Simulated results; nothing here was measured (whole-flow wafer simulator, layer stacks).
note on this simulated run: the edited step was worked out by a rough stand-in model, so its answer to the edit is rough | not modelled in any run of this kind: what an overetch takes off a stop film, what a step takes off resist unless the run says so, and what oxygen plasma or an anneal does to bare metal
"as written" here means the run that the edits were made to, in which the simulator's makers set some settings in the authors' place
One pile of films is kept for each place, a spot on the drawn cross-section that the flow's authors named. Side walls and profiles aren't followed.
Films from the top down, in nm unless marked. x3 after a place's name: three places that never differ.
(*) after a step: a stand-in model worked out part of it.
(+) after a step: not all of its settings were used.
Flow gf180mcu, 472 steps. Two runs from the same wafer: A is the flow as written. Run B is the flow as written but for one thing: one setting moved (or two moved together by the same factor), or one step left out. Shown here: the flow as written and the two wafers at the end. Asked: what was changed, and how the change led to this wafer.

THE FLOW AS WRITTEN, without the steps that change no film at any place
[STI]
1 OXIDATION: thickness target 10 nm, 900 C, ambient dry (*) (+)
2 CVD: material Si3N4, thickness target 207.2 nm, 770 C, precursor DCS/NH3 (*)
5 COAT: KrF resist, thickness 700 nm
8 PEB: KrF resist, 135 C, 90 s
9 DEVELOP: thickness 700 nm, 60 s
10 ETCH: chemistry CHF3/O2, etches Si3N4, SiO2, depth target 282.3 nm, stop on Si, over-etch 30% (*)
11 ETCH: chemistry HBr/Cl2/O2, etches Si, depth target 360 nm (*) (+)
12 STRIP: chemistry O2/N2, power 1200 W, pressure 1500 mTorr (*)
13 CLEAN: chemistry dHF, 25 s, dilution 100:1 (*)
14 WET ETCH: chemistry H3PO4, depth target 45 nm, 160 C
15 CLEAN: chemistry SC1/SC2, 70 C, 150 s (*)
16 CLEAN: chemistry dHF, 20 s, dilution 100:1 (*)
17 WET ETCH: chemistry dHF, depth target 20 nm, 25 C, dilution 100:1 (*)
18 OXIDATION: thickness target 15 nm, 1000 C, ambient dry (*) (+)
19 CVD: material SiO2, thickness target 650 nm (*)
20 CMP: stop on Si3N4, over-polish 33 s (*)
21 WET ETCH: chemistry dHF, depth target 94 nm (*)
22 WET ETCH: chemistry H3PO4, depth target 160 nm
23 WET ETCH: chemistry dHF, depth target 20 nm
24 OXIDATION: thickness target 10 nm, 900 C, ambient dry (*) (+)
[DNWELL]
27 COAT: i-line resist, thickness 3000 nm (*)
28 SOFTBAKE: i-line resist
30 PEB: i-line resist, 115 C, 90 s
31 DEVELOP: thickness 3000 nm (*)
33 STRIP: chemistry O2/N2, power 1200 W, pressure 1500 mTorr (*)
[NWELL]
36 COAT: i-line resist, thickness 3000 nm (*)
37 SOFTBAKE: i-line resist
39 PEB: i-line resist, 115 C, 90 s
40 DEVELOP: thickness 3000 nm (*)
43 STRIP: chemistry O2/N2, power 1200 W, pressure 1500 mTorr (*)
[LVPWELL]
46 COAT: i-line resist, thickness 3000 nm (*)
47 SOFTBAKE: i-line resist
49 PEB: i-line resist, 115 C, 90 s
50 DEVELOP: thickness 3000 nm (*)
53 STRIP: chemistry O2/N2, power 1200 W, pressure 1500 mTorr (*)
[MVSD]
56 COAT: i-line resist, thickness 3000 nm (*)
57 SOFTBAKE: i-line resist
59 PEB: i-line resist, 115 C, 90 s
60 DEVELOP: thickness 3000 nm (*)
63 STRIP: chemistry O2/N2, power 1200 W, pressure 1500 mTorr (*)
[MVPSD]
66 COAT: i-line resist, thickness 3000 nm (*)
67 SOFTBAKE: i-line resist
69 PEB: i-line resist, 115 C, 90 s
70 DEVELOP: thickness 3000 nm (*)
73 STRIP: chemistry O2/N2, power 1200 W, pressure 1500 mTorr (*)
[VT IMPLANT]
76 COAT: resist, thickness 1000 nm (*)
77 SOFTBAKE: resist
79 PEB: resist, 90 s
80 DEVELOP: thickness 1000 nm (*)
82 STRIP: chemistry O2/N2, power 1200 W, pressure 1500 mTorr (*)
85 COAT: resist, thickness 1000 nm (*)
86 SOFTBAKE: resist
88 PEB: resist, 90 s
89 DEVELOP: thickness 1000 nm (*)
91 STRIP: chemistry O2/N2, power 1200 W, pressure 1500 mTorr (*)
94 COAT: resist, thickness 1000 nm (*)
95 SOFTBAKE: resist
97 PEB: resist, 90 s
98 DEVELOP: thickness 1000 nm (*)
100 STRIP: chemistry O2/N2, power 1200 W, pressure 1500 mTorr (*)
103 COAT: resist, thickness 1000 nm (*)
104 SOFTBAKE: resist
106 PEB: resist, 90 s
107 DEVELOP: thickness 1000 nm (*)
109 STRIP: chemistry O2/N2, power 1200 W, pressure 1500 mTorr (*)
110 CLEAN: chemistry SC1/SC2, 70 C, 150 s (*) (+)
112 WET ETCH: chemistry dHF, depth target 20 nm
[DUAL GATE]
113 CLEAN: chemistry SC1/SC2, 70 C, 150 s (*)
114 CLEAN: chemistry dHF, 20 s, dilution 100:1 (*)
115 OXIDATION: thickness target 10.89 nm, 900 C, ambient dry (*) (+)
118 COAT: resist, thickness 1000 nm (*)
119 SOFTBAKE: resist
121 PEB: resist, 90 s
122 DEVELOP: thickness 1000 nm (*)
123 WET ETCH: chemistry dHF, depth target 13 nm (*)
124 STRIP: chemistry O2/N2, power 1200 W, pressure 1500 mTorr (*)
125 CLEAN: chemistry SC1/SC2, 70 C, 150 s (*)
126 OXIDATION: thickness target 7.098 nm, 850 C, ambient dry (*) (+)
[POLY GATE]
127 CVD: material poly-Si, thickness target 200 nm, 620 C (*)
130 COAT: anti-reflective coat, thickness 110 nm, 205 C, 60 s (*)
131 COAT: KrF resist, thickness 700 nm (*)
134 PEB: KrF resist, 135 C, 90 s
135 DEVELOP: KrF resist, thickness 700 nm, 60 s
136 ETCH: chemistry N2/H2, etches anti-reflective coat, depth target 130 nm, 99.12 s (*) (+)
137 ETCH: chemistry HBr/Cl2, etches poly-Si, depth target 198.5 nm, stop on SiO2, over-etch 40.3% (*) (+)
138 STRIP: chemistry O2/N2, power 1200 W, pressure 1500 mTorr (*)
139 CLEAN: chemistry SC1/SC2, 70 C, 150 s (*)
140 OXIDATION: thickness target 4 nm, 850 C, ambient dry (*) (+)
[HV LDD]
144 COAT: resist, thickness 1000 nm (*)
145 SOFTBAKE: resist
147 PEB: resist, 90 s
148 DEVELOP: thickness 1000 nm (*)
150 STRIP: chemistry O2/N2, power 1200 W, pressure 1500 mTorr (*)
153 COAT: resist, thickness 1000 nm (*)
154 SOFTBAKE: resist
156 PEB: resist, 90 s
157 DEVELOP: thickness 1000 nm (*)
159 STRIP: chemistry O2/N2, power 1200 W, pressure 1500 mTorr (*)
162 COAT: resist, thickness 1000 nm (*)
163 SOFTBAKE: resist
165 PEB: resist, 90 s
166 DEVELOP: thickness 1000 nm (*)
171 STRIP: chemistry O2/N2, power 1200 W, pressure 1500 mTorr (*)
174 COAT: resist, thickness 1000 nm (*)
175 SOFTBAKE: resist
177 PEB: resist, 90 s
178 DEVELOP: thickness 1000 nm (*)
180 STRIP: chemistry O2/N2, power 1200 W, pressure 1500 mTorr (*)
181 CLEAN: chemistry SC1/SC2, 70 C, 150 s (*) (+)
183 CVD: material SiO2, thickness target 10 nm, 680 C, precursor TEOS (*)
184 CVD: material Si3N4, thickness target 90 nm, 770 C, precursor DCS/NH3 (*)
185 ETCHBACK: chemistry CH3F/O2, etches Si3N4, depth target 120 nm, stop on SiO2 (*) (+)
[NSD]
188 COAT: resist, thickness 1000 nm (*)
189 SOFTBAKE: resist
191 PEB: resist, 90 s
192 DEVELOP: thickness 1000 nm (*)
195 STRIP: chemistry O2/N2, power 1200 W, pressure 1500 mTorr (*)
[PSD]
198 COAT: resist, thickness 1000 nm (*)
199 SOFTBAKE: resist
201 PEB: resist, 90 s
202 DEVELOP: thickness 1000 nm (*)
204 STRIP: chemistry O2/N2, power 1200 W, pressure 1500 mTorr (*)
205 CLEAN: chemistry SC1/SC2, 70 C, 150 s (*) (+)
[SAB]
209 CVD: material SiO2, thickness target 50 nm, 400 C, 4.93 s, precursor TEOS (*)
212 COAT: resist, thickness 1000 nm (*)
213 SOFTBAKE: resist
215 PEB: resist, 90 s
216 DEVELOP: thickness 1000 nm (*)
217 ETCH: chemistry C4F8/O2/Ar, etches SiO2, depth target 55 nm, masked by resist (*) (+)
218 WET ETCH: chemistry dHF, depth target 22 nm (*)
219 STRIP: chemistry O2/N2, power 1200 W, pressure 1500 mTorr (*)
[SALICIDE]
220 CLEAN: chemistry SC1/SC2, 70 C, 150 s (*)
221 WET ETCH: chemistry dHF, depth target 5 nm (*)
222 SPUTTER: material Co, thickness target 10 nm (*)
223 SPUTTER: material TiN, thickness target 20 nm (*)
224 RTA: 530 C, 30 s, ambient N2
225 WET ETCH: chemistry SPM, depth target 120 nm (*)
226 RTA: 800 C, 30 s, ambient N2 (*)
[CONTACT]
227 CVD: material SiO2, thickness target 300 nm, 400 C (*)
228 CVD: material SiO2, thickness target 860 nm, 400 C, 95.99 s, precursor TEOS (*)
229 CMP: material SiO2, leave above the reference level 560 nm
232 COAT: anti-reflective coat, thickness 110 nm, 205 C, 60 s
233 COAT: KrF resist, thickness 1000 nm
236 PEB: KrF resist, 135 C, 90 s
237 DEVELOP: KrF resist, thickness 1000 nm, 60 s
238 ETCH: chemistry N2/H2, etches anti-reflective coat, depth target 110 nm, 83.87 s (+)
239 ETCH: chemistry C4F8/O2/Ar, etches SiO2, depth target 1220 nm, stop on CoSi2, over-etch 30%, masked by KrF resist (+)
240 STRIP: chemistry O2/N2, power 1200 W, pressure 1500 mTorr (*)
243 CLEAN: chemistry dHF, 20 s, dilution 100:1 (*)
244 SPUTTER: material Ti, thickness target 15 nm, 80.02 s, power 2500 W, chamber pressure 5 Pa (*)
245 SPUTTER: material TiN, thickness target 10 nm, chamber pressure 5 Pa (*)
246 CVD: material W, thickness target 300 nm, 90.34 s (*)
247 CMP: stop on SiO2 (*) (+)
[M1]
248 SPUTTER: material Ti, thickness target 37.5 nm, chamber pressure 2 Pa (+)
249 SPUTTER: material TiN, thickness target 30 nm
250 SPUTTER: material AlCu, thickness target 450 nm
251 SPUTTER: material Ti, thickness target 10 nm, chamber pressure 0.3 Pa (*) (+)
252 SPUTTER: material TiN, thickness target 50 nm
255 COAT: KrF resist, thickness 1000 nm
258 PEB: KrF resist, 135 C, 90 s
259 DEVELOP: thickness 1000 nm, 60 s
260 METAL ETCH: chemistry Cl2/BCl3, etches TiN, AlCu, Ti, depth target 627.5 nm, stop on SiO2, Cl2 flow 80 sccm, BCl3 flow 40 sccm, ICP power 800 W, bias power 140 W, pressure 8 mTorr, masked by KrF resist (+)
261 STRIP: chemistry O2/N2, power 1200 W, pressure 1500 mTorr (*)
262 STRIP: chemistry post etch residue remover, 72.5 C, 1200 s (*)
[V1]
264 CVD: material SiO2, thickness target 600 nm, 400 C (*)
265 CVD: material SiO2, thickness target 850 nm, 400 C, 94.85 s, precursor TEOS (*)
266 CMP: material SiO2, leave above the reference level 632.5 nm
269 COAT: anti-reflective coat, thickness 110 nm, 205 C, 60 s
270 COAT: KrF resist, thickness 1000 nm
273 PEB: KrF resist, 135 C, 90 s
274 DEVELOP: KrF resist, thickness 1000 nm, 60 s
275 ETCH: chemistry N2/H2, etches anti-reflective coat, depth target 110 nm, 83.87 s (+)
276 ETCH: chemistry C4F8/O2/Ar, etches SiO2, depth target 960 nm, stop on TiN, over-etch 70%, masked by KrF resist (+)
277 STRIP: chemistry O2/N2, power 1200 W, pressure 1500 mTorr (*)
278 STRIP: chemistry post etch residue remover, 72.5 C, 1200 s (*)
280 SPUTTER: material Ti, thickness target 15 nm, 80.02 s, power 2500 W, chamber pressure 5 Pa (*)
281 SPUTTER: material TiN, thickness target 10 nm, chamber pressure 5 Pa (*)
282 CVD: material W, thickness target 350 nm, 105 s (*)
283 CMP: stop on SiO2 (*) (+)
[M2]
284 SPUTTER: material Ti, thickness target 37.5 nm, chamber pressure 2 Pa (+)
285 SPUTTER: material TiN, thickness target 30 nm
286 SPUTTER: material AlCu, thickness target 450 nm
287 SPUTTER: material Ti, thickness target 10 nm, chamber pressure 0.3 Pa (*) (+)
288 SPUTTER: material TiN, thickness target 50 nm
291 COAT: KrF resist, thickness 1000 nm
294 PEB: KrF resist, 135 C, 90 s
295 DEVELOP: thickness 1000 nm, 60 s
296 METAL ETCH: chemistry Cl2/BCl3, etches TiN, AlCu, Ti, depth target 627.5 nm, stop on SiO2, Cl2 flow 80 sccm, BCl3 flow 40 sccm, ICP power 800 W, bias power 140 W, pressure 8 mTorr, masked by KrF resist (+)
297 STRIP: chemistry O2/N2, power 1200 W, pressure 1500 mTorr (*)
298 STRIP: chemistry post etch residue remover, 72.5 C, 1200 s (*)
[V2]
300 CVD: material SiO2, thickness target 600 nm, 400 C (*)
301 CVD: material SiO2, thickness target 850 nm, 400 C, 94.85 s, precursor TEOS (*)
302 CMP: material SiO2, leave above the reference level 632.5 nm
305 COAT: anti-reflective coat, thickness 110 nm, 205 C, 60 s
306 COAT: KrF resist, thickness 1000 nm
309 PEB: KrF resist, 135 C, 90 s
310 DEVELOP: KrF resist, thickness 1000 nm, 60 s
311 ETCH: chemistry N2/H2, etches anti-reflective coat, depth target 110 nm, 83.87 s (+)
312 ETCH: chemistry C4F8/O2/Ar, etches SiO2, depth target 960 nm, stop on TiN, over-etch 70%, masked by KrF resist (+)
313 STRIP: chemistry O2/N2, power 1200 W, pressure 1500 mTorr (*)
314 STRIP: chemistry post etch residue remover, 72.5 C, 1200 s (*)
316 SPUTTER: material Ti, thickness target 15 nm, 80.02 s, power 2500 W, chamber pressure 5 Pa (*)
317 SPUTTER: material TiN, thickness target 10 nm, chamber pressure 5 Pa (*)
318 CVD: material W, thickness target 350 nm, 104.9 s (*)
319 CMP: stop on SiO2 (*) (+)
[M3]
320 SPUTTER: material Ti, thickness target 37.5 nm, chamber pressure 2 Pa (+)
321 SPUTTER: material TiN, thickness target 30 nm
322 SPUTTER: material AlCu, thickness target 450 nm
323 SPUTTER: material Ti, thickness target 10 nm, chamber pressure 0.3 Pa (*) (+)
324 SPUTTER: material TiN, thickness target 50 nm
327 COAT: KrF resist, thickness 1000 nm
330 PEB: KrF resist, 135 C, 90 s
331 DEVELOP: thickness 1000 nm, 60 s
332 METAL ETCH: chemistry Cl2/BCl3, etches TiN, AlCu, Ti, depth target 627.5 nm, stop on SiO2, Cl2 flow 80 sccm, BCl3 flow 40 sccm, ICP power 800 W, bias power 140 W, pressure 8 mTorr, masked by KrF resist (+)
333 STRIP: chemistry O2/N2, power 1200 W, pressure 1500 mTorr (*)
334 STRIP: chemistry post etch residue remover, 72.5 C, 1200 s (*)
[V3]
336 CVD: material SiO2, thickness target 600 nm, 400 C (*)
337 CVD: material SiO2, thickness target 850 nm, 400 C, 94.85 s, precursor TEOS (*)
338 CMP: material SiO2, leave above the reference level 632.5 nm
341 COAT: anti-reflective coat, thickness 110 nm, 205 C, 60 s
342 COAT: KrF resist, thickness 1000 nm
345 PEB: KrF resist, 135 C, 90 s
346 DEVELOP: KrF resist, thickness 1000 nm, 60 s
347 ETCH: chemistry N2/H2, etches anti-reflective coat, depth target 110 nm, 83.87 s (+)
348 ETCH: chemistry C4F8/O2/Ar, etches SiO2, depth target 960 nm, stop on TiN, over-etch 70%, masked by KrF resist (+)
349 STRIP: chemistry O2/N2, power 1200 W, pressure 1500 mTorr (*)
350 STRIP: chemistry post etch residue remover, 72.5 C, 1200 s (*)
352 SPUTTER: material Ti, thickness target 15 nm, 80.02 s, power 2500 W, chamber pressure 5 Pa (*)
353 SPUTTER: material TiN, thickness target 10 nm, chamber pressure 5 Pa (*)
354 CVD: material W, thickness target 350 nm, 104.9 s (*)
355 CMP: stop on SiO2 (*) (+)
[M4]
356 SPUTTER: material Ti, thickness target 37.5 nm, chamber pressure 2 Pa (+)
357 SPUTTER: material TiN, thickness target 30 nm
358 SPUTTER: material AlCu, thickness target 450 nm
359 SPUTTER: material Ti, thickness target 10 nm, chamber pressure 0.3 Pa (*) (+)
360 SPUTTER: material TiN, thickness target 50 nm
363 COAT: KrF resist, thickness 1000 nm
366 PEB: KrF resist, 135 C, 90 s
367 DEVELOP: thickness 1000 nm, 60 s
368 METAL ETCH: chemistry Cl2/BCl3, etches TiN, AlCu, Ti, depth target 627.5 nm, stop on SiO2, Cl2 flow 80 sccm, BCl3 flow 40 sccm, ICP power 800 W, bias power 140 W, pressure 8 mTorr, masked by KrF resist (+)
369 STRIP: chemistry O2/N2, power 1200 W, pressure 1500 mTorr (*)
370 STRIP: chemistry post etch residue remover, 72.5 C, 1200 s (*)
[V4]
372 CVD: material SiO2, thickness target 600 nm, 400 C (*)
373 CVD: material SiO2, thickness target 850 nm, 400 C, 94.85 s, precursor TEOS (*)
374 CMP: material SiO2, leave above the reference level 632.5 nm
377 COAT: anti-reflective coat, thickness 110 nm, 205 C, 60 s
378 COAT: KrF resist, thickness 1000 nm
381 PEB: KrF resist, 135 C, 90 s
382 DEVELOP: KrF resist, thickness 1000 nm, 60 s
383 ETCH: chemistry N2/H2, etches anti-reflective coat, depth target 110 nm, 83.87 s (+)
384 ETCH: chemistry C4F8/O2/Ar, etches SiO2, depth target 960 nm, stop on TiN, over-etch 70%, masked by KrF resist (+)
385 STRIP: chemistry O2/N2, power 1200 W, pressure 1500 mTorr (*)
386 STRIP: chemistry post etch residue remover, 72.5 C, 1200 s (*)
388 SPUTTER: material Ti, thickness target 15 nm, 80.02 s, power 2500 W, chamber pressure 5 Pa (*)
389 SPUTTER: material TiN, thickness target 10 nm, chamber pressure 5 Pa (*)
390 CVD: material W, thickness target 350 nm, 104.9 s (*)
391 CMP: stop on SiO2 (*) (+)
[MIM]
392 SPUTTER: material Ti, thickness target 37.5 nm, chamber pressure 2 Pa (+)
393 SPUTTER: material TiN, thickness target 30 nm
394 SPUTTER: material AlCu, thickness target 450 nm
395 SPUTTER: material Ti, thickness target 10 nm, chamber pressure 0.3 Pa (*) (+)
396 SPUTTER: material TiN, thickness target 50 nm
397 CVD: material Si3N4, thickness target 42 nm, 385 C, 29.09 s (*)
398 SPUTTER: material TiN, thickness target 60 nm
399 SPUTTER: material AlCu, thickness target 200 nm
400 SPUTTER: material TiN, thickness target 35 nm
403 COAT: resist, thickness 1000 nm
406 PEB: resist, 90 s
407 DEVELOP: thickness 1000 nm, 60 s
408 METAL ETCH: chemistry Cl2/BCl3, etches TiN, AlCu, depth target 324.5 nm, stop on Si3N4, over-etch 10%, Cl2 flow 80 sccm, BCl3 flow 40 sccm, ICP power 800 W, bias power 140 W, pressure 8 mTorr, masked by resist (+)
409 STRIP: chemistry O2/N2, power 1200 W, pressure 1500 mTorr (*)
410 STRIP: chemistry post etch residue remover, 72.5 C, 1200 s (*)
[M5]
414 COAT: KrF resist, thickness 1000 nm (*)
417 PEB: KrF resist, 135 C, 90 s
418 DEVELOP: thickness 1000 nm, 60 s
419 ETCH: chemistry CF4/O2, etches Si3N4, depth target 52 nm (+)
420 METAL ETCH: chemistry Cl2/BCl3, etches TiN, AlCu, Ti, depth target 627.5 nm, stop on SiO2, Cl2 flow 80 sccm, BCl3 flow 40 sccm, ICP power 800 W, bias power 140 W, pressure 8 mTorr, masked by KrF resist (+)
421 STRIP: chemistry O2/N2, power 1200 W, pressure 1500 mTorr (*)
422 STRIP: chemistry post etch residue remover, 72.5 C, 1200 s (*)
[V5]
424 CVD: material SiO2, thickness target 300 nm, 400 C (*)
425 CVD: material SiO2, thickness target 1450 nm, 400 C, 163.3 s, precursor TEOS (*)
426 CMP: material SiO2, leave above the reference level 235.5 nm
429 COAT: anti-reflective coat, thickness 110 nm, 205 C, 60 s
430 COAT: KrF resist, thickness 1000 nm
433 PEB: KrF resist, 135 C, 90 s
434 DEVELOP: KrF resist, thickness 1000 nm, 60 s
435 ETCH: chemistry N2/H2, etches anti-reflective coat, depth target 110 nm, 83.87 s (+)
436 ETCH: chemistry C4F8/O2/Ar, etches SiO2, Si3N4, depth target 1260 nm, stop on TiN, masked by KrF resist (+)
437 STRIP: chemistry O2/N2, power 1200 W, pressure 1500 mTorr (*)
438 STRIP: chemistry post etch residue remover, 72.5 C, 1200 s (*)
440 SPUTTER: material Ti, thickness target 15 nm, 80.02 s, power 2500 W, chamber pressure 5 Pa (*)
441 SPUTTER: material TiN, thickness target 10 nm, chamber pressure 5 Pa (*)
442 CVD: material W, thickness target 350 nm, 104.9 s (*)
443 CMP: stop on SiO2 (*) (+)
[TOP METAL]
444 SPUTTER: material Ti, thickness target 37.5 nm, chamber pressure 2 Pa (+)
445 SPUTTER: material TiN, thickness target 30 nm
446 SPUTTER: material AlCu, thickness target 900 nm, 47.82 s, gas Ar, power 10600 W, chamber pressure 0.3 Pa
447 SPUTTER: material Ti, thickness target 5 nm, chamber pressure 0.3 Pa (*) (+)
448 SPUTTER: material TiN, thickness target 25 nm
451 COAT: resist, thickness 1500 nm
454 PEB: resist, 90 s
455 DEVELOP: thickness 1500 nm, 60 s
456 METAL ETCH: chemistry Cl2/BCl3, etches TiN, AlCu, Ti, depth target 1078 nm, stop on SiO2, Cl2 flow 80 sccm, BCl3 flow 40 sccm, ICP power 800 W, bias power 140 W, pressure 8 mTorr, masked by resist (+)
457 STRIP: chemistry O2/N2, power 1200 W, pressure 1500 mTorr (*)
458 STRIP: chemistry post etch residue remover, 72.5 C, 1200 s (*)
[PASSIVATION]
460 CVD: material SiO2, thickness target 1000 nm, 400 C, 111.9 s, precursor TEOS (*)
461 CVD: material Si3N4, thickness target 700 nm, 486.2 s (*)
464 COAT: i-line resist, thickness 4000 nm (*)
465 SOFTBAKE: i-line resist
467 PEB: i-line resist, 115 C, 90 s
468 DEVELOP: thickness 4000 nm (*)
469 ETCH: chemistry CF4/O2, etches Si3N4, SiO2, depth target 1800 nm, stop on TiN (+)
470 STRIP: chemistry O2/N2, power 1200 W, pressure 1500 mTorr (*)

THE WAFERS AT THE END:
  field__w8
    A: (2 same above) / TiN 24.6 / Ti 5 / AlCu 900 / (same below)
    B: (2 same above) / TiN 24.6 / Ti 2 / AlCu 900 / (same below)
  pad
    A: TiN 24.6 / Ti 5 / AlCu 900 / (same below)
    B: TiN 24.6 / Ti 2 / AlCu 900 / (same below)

The cause: step 447, SPUTTER: thickness target 2 nm was run, where the flow has thickness target 5 nm.
It can be read off the wafer: field__w8 has Ti 2, and step 447 as written asks for 5 nm.

How the change led to this, step by step:
  447 SPUTTER: material Ti, thickness target 5 nm, chamber pressure 0.3 Pa (*) (+)
      field, field__w1, field__w2 and 109 more: A Ti +5 (new film) | B Ti +2 (new film)
  456 METAL ETCH: chemistry Cl2/BCl3, etches TiN, AlCu, Ti, depth target 1078 nm, stop on SiO2, Cl2 flow 80 sccm, BCl3 flow 40 sccm, ICP power 800 W, bias power 140 W, pressure 8 mTorr, masked by resist (+)
      field, field__w1, field__w2 and 103 more: A TiN -25 (all of it), Ti -5 (all of it), AlCu -900 (all of it), TiN -30 (all of it), Ti -37.5 (all of it) | B TiN -25 (all of it), Ti -2 (all of it), AlCu -900 (all of it), TiN -30 (all of it), Ti -37.5 (all of it)
